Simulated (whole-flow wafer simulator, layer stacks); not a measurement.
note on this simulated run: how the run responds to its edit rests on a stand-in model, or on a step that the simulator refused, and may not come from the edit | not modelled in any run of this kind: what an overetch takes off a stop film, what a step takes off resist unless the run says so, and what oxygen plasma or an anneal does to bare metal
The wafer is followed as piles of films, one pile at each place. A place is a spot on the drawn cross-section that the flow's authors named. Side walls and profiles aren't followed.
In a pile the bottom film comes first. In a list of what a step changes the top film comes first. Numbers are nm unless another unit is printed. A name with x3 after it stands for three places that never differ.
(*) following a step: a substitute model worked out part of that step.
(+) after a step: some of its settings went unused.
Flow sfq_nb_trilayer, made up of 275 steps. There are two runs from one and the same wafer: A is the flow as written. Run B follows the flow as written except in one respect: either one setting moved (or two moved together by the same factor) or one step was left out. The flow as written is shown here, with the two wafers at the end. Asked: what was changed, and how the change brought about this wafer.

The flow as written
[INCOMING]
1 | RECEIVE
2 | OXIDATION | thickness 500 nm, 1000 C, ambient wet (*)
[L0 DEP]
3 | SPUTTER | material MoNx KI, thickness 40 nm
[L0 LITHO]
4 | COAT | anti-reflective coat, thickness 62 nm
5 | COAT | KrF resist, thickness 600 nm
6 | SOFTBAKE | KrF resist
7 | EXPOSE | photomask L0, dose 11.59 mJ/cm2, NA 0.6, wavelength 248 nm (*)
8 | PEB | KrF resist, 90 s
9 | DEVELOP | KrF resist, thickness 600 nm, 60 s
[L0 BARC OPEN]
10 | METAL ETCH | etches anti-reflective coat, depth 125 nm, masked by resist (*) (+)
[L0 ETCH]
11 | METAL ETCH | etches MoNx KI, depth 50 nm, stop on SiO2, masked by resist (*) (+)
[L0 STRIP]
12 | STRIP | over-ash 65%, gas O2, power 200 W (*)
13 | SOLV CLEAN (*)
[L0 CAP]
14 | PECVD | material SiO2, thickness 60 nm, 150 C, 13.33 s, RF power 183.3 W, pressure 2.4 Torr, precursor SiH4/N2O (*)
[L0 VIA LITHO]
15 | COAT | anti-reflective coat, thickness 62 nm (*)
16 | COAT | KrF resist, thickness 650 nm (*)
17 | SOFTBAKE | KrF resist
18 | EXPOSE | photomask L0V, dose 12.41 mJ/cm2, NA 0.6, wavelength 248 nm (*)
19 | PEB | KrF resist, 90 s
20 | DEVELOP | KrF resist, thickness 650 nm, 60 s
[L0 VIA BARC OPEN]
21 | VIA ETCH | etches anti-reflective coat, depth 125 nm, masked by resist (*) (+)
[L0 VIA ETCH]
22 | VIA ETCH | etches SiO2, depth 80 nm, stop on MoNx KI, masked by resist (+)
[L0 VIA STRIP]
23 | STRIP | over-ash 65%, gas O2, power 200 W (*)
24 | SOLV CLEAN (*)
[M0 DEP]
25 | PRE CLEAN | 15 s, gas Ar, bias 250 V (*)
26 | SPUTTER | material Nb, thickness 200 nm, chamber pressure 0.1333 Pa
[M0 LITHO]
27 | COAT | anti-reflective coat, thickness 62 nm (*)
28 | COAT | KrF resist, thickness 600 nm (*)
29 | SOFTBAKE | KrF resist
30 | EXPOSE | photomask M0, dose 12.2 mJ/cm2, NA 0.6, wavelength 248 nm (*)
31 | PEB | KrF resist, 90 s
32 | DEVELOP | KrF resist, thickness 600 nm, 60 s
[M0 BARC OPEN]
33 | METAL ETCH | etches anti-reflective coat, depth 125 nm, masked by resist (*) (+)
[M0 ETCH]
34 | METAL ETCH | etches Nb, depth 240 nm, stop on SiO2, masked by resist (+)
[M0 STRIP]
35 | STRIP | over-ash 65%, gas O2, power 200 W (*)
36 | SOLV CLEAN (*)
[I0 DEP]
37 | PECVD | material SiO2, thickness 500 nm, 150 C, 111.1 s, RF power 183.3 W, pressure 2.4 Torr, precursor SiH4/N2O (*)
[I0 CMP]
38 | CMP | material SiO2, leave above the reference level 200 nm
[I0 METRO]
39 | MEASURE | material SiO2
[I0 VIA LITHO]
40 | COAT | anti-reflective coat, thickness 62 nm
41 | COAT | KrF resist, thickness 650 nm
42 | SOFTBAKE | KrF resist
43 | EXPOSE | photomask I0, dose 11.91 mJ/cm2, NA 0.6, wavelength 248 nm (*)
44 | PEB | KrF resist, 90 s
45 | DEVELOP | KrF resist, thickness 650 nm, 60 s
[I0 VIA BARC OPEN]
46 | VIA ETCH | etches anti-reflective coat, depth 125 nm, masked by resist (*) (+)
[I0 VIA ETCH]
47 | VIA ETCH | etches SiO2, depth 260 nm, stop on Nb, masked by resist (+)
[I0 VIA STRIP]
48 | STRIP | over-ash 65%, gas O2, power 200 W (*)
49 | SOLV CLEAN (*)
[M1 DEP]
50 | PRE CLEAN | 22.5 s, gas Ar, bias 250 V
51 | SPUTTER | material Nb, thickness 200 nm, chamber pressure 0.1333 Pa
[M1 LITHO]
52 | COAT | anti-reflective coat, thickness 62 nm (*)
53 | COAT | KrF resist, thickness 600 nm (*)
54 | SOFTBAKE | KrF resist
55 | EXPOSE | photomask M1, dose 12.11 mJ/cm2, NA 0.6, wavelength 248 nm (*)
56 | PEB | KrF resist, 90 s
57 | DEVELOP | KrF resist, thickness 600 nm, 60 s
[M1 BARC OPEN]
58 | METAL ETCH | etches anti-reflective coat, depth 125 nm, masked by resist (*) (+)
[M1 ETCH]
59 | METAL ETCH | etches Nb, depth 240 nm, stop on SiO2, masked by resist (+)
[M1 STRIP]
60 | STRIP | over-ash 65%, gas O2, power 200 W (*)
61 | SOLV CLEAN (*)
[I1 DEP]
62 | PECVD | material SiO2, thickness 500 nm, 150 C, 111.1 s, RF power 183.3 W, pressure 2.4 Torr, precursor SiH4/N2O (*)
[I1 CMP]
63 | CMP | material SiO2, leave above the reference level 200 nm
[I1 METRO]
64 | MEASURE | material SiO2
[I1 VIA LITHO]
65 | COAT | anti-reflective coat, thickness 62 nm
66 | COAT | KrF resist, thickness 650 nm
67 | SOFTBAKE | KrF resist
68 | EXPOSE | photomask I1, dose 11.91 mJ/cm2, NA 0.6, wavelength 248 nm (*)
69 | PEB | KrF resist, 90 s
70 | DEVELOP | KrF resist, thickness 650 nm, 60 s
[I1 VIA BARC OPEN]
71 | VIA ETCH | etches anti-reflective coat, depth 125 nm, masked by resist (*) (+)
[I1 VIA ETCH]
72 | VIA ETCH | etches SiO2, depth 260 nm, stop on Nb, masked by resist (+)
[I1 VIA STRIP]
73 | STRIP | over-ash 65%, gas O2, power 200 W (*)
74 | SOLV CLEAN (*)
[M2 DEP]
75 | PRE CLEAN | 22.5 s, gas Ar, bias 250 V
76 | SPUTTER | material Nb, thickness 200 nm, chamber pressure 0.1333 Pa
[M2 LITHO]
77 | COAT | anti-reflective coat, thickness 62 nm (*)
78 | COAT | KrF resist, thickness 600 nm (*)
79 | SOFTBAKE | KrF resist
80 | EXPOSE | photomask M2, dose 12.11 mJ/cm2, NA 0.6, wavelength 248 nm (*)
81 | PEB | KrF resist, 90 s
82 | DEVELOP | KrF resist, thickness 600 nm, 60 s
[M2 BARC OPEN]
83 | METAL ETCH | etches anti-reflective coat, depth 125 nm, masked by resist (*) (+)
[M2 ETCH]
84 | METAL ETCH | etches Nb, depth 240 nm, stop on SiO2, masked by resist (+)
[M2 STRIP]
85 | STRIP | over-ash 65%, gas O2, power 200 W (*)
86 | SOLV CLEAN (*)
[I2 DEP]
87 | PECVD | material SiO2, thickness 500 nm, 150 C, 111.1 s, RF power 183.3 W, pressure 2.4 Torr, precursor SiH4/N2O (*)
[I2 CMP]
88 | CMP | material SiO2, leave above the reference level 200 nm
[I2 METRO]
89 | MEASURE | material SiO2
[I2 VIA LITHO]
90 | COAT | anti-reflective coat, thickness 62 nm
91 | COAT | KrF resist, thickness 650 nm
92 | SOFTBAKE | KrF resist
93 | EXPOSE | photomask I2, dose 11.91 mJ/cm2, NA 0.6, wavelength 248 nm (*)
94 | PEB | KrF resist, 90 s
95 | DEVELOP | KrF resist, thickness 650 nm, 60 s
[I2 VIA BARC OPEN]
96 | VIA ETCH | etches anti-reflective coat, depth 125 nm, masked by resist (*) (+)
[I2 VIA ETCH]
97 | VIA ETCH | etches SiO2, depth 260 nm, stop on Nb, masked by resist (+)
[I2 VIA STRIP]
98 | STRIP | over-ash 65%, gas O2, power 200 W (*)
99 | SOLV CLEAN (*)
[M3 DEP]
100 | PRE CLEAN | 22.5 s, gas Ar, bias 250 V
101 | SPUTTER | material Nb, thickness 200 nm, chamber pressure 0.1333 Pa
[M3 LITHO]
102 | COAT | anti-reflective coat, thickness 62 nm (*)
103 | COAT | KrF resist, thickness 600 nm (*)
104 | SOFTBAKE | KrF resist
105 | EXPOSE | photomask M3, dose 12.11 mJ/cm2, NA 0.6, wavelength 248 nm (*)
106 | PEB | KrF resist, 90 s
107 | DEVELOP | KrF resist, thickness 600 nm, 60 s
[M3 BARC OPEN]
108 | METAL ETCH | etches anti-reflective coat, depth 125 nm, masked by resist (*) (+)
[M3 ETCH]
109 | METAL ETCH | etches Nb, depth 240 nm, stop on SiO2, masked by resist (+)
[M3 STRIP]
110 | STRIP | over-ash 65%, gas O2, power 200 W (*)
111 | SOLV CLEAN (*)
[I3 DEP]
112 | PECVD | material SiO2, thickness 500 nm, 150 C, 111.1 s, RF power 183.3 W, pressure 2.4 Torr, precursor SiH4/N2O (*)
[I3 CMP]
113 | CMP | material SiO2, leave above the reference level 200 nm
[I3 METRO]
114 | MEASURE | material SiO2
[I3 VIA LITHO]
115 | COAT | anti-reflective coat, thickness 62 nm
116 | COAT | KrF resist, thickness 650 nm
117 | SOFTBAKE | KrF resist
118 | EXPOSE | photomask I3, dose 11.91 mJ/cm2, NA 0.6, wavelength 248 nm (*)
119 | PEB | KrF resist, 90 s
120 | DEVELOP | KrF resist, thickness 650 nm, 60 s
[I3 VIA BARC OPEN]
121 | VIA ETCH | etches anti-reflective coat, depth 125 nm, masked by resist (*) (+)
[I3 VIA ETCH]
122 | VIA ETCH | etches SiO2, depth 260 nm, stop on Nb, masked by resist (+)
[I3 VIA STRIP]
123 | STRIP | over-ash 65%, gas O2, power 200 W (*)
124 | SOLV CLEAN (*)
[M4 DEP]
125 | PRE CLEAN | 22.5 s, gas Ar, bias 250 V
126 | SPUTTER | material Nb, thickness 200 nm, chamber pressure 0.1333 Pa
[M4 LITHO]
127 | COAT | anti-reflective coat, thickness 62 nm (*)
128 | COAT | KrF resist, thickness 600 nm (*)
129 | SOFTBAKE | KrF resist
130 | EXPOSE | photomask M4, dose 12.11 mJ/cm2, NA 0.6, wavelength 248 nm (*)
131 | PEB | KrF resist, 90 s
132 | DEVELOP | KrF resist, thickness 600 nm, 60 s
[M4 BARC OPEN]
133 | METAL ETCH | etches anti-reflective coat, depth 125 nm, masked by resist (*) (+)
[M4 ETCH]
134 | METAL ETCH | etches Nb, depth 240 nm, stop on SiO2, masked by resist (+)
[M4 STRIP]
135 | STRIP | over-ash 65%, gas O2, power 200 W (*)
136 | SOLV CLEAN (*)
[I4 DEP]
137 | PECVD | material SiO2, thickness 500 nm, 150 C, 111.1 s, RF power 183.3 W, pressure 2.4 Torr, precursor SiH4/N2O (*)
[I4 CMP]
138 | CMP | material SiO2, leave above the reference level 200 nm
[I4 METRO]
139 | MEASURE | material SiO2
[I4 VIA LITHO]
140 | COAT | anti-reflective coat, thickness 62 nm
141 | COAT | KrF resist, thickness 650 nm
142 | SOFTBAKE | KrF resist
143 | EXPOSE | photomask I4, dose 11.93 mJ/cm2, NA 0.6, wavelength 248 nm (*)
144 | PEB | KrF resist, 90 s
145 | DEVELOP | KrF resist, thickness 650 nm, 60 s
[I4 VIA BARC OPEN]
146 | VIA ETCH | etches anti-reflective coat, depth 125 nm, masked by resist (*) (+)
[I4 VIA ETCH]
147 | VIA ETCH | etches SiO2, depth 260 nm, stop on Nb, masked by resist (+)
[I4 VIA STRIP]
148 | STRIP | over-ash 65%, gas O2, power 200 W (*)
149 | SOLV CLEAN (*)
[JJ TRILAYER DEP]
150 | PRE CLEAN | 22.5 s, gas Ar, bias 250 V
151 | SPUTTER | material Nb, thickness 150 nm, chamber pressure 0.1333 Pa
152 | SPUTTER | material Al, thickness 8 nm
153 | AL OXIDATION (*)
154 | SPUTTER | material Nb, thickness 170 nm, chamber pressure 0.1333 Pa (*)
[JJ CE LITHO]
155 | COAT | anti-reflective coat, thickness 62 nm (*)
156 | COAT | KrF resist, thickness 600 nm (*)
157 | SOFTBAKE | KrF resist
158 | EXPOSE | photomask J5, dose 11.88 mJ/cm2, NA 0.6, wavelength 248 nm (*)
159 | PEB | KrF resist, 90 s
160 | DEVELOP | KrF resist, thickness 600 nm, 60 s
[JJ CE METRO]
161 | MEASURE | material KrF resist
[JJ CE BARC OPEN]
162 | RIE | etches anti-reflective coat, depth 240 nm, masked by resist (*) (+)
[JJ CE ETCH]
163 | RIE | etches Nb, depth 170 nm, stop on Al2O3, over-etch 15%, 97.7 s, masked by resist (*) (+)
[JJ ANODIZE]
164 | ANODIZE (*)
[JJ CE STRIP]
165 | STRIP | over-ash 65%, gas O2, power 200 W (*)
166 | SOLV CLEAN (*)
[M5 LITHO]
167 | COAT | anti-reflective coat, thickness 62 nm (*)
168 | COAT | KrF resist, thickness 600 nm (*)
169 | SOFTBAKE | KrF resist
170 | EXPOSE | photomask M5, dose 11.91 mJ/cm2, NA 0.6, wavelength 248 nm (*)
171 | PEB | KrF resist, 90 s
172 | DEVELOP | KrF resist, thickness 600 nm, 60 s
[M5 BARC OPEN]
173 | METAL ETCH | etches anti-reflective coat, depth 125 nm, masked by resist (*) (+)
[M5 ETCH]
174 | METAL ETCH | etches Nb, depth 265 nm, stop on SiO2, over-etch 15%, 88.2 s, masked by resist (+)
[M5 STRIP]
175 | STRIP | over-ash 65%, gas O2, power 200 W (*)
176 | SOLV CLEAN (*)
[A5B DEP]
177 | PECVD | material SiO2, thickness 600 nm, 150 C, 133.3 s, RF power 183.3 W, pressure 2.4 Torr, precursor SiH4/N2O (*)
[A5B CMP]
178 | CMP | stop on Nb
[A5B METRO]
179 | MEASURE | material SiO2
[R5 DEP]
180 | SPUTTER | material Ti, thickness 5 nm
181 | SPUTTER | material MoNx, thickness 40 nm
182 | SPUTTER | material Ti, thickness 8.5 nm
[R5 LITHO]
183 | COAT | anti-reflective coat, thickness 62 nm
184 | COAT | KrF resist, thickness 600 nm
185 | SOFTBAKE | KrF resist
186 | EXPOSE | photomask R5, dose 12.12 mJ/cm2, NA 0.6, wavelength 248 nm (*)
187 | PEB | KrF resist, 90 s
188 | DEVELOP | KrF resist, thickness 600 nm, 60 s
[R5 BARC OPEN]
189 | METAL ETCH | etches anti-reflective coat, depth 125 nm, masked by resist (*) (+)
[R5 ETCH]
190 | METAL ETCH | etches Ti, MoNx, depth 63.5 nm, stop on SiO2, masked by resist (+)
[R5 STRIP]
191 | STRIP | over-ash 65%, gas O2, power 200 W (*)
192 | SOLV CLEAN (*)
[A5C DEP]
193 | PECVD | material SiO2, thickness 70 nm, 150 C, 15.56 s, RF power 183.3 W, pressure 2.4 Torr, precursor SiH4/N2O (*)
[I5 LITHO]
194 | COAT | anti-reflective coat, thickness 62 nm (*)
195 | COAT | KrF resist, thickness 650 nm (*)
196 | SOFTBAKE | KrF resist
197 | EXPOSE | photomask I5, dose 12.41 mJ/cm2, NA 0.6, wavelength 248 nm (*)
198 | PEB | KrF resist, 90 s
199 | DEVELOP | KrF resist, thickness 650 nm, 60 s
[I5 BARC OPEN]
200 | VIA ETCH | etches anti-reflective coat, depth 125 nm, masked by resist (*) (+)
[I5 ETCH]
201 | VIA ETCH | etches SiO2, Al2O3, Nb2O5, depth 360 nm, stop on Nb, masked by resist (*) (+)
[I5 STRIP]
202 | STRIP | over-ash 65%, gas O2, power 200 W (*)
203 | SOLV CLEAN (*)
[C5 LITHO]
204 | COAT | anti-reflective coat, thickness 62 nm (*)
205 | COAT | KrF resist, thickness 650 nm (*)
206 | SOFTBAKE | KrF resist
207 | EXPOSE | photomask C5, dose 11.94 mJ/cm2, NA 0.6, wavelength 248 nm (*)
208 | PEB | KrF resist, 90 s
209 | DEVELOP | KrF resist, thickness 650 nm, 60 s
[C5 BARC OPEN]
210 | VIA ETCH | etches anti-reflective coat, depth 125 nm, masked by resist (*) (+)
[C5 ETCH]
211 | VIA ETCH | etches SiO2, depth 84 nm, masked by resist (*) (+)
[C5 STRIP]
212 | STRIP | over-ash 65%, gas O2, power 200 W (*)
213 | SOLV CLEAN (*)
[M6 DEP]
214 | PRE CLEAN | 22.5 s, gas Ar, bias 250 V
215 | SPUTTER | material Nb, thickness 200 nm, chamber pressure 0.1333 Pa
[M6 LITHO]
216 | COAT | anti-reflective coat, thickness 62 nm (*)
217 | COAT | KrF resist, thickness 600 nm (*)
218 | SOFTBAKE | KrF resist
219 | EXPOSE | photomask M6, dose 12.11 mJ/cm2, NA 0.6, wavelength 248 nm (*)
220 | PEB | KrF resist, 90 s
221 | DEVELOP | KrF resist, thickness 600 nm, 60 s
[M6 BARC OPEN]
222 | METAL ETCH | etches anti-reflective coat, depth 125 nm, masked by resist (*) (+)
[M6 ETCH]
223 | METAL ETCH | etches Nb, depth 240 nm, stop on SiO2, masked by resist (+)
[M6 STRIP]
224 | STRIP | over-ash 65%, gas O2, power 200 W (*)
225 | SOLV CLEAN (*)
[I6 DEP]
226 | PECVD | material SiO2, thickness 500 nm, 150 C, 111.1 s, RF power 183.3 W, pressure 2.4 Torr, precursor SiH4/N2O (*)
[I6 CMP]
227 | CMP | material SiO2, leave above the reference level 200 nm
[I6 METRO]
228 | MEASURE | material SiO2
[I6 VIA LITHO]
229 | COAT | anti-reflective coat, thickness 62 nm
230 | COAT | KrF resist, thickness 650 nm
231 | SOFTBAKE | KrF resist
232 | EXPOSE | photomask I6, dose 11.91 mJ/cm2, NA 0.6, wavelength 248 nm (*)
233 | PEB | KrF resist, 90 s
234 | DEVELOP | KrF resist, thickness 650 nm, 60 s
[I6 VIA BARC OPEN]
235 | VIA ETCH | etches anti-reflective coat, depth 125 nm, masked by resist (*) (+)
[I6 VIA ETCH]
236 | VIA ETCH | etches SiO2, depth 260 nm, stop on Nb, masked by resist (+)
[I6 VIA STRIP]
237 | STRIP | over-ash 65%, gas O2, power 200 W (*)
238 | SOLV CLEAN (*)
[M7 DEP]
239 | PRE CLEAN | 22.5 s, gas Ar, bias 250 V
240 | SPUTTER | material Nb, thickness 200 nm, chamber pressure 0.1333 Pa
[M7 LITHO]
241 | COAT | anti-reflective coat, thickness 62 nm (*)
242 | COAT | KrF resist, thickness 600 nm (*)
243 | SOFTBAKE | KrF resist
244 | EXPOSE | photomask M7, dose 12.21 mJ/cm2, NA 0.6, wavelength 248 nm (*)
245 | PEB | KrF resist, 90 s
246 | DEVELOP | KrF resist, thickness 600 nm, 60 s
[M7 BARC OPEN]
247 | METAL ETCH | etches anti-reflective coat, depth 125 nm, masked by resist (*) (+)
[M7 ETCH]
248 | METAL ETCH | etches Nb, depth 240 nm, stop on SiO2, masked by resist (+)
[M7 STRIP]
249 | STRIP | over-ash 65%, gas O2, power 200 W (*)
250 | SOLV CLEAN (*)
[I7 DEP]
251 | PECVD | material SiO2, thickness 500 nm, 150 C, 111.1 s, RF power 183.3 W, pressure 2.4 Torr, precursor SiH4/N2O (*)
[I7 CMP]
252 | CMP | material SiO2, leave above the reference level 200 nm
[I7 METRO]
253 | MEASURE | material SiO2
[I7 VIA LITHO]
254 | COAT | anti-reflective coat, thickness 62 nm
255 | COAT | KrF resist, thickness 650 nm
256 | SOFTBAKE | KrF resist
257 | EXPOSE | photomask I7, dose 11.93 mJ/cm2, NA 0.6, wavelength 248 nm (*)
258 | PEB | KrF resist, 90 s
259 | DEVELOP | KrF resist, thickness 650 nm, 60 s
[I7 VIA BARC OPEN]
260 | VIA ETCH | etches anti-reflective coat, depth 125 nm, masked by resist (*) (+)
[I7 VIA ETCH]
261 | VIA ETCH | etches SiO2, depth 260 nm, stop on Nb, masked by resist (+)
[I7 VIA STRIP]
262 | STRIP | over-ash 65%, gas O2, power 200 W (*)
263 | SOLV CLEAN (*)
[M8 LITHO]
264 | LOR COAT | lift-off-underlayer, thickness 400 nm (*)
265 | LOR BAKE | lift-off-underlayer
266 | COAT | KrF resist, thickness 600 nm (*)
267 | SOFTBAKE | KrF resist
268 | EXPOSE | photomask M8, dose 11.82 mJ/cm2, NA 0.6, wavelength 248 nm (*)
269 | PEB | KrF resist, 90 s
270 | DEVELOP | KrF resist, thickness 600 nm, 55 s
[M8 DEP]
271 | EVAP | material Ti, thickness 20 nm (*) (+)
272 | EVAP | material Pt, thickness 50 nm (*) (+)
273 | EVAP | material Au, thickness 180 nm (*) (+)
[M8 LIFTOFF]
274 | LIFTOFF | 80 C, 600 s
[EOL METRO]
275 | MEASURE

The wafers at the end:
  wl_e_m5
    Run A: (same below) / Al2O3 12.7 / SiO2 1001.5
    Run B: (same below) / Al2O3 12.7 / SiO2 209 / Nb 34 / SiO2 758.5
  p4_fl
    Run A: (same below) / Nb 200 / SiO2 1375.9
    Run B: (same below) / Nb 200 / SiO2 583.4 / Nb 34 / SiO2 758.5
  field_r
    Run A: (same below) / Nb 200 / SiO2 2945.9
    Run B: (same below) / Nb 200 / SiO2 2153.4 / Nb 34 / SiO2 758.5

The reason: step 223, METAL ETCH: depth 166 nm was run, while the flow as written has depth 240 nm.

The path from the change to this, step by step:
  223 | METAL ETCH | etches Nb, depth 240 nm, stop on SiO2, masked by resist (+)
      field_l, gap, moat and 76 more: A Nb loses 200 (all of it) | B Nb loses 166
      v_sur, via_wl, via_w and 24 more: A KrF resist loses 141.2 | B KrF resist loses 97.6
  224 | STRIP | over-ash 65%, gas O2, power 200 W (*)
      wl_j_sl, wl_j_sr: A KrF resist loses 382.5 (all of it), anti-reflective coat loses 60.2 (all of it) | B KrF resist loses 426 (all of it), anti-reflective coat loses 60.2 (all of it)
      wl_c_m6, wl_f_m6: A KrF resist loses 382.3 (all of it), anti-reflective coat loses 62 (all of it) | B KrF resist loses 425.8 (all of it), anti-reflective coat loses 62 (all of it)
      (also at 23 further places)
  226 | PECVD | material SiO2, thickness 500 nm, 150 C, 111.1 s, RF power 183.3 W, pressure 2.4 Torr, precursor SiH4/N2O (*)
      field_l, p4_fl, p4_fm and 62 more: A SiO2 gains 500 | B SiO2 gains 500 (new film)
      moat, field_r, lsp_l, ln_m5, lsp_m: A SiO2 gains 493.6 | B SiO2 gains 494.7 (new film)
      (also at 9 further places)
  227 | CMP | material SiO2, leave above the reference level 200 nm
      field_l, p4_fl, p4_fm and 59 more: A SiO2 loses 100 | B SiO2 loses 134
      moat, field_r, lsp_l, ln_m5, lsp_m: A SiO2 loses 93.6 | B SiO2 loses 128.7
      (also at 8 further places)
Taking metal films that touch as one body, wl_e_m5 has 7 bodies (between them, from the top down: SiO2 209 / Al2O3 12.7 / Nb2O5 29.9; SiO2 192.5; SiO2 192.5; SiO2 192.5; SiO2 192.5; SiO2 192.5); the flow as written gives 6 bodies (between them, from the top down: SiO2 192.5; SiO2 192.5; SiO2 192.5; SiO2 192.5; SiO2 192.5).
Taking metal films that touch as one body, p4_fl has 3 bodies (between them, from the top down: SiO2 583.4; SiO2 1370); the flow as written gives 2 bodies (between them, from the top down: SiO2 1370).
Taking metal films that touch as one body, field_r has 2 bodies (between them, from the top down: SiO2 2153.4); the flow as written gives 1 body.
